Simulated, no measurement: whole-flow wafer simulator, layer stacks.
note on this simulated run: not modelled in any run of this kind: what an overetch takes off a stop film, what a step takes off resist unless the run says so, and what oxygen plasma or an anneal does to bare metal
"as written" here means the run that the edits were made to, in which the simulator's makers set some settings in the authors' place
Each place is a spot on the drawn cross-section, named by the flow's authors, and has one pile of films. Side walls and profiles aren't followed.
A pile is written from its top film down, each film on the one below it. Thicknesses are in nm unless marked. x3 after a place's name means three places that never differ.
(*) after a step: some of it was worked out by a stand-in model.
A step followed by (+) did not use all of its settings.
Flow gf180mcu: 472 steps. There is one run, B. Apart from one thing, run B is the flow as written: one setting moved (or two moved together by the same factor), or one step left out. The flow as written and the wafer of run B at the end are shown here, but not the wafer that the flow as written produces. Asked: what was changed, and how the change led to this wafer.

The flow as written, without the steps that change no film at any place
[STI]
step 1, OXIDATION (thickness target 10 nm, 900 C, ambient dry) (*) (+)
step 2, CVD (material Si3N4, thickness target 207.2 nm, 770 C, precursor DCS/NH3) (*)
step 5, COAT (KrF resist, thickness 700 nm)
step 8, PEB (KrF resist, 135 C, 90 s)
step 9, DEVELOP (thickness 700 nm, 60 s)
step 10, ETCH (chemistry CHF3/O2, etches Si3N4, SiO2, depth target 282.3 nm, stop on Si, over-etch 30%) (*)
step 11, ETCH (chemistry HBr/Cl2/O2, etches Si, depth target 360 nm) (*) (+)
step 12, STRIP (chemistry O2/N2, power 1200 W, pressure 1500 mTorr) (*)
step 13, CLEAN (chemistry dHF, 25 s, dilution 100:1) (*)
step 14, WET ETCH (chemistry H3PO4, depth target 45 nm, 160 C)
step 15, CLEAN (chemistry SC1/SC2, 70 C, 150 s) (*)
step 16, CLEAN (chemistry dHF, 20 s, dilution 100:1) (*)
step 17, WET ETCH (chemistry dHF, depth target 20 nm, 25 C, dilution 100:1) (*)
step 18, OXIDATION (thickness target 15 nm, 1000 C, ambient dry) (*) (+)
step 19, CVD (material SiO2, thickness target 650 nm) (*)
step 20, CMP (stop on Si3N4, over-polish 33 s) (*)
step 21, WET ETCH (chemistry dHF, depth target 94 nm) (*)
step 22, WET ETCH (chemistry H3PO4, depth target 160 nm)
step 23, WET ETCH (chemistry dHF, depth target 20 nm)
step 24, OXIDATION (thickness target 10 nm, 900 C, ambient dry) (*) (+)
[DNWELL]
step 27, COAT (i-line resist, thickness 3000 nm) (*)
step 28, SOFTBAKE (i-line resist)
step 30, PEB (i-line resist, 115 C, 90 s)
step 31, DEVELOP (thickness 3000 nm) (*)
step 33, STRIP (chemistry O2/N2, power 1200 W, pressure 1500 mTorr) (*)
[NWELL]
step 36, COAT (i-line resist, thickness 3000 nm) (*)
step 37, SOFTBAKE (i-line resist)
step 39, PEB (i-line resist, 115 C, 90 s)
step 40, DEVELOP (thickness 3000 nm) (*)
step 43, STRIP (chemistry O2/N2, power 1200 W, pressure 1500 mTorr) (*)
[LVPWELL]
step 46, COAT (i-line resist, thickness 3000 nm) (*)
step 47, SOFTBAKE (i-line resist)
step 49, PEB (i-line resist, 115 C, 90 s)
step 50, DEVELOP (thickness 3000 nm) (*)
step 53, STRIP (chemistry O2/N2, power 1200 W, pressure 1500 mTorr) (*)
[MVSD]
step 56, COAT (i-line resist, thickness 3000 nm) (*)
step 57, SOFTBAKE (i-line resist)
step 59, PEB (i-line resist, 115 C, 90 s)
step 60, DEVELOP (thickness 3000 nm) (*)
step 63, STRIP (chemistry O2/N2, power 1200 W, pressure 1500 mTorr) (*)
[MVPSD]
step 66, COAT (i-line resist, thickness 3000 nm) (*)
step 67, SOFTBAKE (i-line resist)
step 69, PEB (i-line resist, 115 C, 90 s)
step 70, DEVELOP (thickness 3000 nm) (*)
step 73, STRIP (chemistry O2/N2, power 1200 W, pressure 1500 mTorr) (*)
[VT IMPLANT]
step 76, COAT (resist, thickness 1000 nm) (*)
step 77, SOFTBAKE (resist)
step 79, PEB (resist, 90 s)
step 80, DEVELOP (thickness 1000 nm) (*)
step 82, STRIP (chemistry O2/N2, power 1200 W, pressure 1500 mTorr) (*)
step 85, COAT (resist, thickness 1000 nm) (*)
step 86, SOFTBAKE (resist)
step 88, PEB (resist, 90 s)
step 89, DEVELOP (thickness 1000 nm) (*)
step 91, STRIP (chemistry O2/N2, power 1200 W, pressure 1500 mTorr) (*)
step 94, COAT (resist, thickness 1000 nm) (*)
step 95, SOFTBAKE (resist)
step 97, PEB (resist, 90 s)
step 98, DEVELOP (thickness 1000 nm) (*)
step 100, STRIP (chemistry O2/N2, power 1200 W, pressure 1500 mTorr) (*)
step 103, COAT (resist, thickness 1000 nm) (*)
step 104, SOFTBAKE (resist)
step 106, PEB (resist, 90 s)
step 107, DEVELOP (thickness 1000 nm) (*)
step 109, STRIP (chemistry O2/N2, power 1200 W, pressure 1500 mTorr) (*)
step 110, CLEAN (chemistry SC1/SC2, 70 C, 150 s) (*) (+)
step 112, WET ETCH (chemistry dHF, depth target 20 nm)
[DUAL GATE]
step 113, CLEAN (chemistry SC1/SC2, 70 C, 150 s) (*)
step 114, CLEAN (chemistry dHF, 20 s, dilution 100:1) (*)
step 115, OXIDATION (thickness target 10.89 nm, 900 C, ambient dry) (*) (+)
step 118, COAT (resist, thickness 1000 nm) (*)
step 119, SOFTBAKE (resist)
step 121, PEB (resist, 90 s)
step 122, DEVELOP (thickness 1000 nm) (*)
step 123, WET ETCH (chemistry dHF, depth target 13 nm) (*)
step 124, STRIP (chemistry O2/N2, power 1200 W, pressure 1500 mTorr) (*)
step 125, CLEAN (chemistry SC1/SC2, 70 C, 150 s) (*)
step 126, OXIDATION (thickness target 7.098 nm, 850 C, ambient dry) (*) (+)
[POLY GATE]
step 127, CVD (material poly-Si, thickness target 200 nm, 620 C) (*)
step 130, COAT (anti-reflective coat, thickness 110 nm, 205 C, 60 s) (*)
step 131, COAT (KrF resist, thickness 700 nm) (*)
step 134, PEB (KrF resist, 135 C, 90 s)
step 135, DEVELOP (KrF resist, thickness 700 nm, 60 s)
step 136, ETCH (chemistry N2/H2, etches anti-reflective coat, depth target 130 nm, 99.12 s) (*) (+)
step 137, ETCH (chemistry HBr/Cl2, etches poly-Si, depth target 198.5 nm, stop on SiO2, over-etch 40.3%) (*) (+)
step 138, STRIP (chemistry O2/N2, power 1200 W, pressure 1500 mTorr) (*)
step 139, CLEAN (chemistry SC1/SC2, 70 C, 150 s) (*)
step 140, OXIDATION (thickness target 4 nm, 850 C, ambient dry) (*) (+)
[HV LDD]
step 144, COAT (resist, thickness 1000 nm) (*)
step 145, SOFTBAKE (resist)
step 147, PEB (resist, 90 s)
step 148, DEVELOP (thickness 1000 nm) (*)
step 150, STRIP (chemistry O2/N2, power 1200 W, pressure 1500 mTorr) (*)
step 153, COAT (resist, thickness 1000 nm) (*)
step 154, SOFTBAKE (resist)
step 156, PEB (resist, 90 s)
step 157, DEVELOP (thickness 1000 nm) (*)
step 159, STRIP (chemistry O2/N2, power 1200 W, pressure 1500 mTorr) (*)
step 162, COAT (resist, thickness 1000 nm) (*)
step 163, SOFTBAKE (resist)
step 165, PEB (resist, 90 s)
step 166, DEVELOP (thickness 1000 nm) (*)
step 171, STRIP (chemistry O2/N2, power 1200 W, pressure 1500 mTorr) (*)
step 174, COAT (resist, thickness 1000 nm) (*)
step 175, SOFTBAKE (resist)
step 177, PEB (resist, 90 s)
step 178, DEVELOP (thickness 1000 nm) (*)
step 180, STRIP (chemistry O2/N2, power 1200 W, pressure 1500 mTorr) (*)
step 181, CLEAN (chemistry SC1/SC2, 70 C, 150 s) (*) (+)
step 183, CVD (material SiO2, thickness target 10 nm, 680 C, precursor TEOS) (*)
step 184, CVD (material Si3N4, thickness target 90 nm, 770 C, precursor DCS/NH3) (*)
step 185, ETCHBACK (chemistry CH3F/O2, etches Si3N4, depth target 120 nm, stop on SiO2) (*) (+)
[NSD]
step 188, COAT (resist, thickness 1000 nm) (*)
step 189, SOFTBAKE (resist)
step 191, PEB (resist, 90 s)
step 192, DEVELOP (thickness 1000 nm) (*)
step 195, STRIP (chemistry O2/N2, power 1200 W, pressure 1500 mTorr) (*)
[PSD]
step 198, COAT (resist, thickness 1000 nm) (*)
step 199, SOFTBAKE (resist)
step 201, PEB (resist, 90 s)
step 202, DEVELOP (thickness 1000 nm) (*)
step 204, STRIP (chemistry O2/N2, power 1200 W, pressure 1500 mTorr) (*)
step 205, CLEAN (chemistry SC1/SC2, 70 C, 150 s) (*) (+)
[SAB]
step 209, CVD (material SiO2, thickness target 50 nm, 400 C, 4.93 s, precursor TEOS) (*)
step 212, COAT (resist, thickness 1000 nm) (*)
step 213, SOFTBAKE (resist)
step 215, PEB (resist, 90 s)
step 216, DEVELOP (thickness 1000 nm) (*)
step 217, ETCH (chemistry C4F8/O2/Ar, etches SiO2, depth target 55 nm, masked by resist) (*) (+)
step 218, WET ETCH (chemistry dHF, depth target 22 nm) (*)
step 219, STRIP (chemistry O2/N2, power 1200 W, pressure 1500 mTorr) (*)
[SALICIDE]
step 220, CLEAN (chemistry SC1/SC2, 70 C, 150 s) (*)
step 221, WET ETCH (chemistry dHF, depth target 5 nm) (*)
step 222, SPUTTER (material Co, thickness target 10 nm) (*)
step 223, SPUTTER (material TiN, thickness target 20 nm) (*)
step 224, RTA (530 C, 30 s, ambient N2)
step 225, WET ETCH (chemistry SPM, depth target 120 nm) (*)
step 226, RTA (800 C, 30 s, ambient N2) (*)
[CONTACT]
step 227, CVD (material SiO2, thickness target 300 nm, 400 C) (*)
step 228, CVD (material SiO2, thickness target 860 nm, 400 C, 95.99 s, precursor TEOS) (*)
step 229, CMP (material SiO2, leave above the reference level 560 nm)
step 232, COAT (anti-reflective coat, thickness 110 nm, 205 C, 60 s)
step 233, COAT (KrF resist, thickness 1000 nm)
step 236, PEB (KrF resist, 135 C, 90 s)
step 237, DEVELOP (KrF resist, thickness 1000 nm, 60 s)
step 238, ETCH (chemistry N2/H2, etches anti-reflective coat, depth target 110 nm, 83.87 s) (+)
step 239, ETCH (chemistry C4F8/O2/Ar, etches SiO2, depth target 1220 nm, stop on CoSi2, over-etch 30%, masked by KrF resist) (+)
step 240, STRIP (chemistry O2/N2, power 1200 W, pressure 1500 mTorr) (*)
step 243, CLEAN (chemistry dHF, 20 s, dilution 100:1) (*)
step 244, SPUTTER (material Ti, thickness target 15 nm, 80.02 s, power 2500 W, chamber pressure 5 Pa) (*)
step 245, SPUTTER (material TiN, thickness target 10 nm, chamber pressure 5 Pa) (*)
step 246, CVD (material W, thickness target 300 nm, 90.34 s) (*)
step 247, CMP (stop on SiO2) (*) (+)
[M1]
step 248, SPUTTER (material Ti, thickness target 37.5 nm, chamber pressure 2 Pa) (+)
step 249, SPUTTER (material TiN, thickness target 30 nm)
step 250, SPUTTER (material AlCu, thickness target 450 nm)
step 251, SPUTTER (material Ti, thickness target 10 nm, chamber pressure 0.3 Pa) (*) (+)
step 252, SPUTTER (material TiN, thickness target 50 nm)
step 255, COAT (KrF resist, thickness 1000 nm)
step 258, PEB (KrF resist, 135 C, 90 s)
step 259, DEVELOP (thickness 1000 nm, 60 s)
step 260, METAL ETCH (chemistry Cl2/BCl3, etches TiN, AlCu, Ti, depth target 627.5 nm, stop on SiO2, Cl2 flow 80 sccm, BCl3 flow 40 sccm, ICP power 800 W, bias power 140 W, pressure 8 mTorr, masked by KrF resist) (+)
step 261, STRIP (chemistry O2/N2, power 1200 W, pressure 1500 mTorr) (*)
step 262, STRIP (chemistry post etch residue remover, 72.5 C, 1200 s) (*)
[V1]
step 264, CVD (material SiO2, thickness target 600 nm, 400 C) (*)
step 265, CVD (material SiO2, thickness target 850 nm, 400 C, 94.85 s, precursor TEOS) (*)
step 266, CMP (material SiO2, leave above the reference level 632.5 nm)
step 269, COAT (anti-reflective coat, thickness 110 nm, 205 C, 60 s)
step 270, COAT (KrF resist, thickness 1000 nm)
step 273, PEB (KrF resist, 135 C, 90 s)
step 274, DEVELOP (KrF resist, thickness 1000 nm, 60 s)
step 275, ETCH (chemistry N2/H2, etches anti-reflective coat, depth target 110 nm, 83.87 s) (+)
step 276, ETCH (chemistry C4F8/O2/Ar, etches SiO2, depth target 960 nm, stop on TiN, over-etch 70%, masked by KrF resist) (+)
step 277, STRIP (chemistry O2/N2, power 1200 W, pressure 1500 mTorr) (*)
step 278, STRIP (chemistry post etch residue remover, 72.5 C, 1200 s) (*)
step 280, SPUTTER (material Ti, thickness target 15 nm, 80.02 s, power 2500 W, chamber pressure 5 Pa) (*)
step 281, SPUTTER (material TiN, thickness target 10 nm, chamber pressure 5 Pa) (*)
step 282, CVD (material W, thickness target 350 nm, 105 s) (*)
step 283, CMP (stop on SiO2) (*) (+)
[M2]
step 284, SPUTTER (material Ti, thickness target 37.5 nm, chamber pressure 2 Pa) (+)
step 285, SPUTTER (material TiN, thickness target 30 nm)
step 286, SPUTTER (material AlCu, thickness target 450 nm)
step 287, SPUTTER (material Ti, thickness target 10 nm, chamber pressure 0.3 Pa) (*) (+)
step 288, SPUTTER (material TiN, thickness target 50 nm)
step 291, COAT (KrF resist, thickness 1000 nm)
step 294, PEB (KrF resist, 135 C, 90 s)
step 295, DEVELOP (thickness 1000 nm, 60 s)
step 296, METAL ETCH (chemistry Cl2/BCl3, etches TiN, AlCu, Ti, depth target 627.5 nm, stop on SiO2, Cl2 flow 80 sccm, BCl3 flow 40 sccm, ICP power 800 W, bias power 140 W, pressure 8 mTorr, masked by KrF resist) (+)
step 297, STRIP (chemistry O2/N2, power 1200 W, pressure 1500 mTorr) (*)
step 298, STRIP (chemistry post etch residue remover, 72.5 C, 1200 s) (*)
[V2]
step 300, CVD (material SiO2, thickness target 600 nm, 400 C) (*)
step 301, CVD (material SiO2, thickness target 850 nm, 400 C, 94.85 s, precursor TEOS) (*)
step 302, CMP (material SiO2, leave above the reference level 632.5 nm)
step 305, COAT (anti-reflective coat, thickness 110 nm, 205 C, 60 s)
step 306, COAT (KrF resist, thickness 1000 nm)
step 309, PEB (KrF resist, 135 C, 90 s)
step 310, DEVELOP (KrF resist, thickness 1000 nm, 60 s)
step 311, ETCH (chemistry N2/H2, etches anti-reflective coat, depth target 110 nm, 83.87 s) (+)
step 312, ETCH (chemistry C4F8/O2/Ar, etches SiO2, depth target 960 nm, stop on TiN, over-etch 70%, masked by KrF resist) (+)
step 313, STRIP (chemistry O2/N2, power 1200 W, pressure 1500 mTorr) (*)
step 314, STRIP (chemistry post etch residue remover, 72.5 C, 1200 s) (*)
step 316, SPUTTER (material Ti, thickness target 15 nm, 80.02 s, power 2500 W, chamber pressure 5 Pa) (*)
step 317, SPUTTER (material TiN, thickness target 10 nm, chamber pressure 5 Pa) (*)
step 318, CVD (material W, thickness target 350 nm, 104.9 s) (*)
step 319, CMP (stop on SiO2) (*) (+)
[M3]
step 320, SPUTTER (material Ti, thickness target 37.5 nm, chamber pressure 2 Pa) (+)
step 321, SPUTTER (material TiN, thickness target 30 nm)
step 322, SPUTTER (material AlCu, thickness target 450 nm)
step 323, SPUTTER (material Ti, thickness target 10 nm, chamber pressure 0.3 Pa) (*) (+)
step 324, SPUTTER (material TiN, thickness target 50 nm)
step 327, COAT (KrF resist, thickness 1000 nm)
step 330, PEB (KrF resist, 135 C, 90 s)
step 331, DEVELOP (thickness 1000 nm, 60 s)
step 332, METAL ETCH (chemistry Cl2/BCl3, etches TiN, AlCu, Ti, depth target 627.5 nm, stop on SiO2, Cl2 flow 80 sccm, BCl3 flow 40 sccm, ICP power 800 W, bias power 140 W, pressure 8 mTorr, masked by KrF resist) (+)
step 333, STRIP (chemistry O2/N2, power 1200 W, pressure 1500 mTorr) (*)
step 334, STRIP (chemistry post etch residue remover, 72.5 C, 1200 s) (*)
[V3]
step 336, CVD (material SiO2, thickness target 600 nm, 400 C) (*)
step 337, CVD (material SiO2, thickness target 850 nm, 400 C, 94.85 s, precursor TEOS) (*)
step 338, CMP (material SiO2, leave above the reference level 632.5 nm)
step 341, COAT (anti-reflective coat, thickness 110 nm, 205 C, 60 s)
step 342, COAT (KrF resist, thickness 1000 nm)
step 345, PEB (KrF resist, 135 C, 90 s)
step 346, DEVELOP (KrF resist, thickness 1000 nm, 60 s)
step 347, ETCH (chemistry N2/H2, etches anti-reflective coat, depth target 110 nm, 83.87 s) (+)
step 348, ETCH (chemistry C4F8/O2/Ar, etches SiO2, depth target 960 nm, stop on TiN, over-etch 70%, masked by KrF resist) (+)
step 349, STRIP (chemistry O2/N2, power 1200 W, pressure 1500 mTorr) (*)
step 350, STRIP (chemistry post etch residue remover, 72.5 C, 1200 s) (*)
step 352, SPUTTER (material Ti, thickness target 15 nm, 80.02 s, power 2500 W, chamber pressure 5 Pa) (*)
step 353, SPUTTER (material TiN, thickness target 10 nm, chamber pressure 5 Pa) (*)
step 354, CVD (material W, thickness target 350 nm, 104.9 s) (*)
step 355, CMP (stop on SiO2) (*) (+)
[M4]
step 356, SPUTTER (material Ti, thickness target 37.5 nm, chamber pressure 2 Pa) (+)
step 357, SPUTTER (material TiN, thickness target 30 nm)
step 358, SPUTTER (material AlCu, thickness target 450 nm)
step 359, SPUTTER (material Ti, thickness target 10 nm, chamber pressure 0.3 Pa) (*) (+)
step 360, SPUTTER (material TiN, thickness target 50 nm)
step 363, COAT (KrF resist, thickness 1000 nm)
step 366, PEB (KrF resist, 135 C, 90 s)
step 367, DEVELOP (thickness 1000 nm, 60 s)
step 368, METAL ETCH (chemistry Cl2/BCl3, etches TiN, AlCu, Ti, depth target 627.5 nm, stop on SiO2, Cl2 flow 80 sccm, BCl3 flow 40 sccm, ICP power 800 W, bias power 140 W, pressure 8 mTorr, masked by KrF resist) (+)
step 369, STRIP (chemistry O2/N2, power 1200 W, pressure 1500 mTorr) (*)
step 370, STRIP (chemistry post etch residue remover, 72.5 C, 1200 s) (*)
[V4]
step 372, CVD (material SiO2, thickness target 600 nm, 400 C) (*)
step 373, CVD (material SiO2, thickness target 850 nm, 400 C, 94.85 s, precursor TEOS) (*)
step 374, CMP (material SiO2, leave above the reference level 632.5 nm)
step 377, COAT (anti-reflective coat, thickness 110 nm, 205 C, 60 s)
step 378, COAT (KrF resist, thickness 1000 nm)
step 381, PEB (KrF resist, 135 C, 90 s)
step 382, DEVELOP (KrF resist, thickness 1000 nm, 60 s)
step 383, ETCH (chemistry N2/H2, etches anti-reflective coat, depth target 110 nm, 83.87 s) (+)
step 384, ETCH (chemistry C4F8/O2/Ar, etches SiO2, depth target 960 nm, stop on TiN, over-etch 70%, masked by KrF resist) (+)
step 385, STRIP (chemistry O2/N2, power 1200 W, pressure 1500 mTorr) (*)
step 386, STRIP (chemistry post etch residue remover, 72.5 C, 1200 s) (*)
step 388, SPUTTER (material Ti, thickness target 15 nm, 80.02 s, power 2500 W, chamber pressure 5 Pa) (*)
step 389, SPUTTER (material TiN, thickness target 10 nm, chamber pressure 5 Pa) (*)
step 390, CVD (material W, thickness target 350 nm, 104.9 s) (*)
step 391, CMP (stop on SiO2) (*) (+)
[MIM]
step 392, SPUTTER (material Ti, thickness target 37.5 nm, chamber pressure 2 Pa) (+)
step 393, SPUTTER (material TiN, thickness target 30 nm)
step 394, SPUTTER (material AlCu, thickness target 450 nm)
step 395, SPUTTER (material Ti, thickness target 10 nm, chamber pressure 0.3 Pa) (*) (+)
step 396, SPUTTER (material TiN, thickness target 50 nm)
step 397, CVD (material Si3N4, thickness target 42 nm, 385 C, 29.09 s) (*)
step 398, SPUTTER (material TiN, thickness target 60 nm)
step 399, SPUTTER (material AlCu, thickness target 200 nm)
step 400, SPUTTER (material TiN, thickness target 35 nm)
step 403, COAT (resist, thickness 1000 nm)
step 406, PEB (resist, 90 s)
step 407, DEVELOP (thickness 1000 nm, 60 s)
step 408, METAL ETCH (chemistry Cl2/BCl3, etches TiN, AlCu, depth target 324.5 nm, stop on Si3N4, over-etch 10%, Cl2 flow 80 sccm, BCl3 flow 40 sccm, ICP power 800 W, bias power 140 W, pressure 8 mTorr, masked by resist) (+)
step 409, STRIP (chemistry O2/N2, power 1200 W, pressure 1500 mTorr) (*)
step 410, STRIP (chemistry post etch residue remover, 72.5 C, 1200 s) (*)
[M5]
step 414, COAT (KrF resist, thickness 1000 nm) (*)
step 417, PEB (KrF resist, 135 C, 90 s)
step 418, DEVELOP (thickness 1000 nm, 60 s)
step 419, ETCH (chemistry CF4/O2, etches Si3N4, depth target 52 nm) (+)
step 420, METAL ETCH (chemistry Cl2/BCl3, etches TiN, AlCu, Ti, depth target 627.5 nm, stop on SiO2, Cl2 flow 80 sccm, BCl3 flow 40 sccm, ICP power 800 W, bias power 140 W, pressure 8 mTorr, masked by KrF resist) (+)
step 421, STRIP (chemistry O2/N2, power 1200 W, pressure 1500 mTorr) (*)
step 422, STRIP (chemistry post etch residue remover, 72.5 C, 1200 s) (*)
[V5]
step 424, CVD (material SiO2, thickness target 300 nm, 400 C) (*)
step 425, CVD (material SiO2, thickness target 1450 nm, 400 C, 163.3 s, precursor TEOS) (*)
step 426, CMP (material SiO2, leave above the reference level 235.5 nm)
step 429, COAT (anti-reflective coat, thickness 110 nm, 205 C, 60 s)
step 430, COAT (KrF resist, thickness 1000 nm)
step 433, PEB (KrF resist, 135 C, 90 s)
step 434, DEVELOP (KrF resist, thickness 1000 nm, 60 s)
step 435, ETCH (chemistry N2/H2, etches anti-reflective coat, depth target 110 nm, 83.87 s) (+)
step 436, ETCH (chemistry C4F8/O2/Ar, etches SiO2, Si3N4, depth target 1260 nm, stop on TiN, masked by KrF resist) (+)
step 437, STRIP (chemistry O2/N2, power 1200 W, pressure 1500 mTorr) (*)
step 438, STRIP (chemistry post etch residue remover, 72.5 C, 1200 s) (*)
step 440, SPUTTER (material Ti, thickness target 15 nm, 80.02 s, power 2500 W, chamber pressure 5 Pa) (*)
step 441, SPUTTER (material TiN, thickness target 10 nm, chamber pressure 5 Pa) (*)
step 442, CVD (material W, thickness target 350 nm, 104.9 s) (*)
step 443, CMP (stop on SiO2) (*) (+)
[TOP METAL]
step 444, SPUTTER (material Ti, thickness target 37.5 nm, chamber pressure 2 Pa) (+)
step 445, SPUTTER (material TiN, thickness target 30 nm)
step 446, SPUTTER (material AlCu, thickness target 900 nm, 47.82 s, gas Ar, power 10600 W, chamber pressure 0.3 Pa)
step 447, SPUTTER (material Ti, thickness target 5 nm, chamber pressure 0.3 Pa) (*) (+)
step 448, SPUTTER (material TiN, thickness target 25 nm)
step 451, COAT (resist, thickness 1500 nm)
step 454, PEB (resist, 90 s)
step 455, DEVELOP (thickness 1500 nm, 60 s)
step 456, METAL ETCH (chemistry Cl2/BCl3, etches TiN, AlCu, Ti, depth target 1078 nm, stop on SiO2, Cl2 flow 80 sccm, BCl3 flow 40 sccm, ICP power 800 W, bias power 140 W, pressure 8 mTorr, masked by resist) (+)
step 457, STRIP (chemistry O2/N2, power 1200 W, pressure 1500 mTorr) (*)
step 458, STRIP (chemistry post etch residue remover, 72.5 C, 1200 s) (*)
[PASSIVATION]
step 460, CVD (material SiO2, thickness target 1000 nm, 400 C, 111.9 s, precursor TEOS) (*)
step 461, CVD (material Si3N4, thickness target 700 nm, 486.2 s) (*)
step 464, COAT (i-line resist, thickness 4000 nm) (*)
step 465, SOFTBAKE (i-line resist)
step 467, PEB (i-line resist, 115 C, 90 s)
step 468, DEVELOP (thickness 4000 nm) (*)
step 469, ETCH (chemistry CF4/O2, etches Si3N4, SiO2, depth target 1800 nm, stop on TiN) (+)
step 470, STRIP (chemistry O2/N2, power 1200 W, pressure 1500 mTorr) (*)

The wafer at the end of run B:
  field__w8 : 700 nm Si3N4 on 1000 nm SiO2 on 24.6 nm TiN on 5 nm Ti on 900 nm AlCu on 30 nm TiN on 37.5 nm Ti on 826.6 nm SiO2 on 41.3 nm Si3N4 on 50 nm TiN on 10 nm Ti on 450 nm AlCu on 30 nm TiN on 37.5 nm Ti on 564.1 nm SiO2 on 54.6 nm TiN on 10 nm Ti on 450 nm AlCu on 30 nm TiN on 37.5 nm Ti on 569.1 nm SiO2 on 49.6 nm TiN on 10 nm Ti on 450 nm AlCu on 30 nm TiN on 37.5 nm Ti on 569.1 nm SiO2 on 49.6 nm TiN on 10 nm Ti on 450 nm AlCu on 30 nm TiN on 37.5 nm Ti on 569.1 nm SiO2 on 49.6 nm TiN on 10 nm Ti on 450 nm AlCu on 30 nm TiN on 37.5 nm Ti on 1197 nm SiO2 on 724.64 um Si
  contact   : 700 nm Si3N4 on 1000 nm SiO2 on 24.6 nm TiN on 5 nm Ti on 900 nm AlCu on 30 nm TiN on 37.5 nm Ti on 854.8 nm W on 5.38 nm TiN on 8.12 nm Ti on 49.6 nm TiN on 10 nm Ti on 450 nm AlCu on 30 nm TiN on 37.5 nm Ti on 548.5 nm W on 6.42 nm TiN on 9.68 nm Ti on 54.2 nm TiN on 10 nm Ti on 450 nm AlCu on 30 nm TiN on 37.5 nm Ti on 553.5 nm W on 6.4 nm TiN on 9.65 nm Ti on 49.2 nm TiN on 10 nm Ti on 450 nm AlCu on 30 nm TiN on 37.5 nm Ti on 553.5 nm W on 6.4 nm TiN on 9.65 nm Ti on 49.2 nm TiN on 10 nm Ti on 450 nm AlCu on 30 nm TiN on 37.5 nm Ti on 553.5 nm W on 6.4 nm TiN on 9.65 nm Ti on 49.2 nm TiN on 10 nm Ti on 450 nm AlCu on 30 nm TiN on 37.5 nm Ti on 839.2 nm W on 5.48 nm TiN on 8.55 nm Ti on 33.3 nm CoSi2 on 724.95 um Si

The reason: step 360, SPUTTER: thickness target 55 nm was run, whereas the flow has thickness target 50 nm.

How this came from the change, step by step:
  step 360, SPUTTER (material TiN, thickness target 50 nm)
      field, field__w1, field__w2 and 108 more: +55 TiN (new film) (it would be, as written: +50 TiN (new film))
  step 368, METAL ETCH (chemistry Cl2/BCl3, etches TiN, AlCu, Ti, depth target 627.5 nm, stop on SiO2, Cl2 flow 80 sccm, BCl3 flow 40 sccm, ICP power 800 W, bias power 140 W, pressure 8 mTorr, masked by KrF resist) (+)
      field, field__w1, field__w2 and 103 more: -55 TiN (all of it), -10 Ti (all of it), -450 AlCu (all of it), -30 TiN (all of it), -37.5 Ti (all of it) (it would be, as written: -50 TiN (all of it), -10 Ti (all of it), -450 AlCu (all of it), -30 TiN (all of it), -37.5 Ti (all of it))
